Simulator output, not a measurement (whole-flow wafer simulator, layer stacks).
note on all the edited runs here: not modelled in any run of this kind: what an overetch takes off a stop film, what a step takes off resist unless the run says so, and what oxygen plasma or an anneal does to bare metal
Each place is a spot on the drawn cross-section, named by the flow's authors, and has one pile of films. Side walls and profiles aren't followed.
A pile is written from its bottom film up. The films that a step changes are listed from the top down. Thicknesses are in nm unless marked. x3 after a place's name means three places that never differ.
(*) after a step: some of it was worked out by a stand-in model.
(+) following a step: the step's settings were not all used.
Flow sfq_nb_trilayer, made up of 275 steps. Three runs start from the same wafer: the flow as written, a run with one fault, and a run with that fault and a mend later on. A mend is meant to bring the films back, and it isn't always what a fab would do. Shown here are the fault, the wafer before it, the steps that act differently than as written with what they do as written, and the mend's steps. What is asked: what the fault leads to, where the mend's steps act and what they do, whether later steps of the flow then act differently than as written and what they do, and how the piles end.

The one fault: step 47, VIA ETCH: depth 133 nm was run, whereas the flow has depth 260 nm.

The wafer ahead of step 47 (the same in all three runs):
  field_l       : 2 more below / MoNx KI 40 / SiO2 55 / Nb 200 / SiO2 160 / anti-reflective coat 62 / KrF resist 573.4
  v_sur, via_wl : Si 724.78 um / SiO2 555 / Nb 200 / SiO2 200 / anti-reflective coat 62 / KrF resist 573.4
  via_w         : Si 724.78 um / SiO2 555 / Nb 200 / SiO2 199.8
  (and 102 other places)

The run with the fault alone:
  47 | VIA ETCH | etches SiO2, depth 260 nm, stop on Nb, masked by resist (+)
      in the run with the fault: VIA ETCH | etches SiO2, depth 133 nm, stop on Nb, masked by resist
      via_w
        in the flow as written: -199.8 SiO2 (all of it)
        in the run with the fault: -133 SiO2
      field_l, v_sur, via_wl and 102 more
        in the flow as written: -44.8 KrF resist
        in the run with the fault: -22.9 KrF resist
  Later steps of the flow acting differently than as written (3 other steps are not shown; they differ only slightly, by no more than 2% or 0.5 nm, whichever is larger):
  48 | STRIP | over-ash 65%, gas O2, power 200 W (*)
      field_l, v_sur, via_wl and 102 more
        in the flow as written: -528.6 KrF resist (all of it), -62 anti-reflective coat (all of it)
        in the run with the fault: -550.5 KrF resist (all of it), -62 anti-reflective coat (all of it)
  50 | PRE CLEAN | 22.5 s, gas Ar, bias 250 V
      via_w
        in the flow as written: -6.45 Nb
        in the run with the fault: -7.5 SiO2
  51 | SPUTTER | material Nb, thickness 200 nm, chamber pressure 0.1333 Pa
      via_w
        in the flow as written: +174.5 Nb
        in the run with the fault: +187.8 Nb (new film)
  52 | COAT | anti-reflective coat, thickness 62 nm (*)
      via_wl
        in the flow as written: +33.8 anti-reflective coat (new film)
        in the run with the fault: +36.6 anti-reflective coat (new film)
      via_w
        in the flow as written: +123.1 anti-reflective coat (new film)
        in the run with the fault: +108.3 anti-reflective coat (new film)
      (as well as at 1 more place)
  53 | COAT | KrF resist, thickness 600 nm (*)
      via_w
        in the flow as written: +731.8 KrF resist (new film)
        in the run with the fault: +678.2 KrF resist (new film)
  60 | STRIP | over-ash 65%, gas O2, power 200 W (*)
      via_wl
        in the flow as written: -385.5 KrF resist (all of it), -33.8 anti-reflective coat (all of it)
        in the run with the fault: -390.9 KrF resist (all of it), -36.6 anti-reflective coat (all of it)
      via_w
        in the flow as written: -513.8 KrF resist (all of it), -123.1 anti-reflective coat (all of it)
        in the run with the fault: -460.3 KrF resist (all of it), -108.3 anti-reflective coat (all of it)
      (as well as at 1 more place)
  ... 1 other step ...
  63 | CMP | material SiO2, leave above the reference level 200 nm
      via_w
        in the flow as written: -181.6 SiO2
        in the run with the fault: -157.1 SiO2
  The piles end different from the flow's at via_w by more than 2% or 0.5 nm, whichever is larger.
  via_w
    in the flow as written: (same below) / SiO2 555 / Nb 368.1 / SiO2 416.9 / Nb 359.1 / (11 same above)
    in the run with the fault: (same below) / SiO2 555 / Nb 200 / SiO2 59.3 / Nb 187.8 / SiO2 337.9 / Nb 359.1 / (11 same above)

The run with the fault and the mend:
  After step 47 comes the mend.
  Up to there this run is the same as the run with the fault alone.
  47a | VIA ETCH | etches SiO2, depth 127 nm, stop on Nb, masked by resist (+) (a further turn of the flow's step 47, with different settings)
      field_l, v_sur, via_wl and 102 more
        -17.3 KrF resist
      via_w
        -66.8 SiO2 (all of it)
  Every later step of the flow that is run acts as written, at every place that is followed, to within 2% or 0.5 nm, whichever is larger.
  By the end, the piles equal the flow's at every place that both follow.
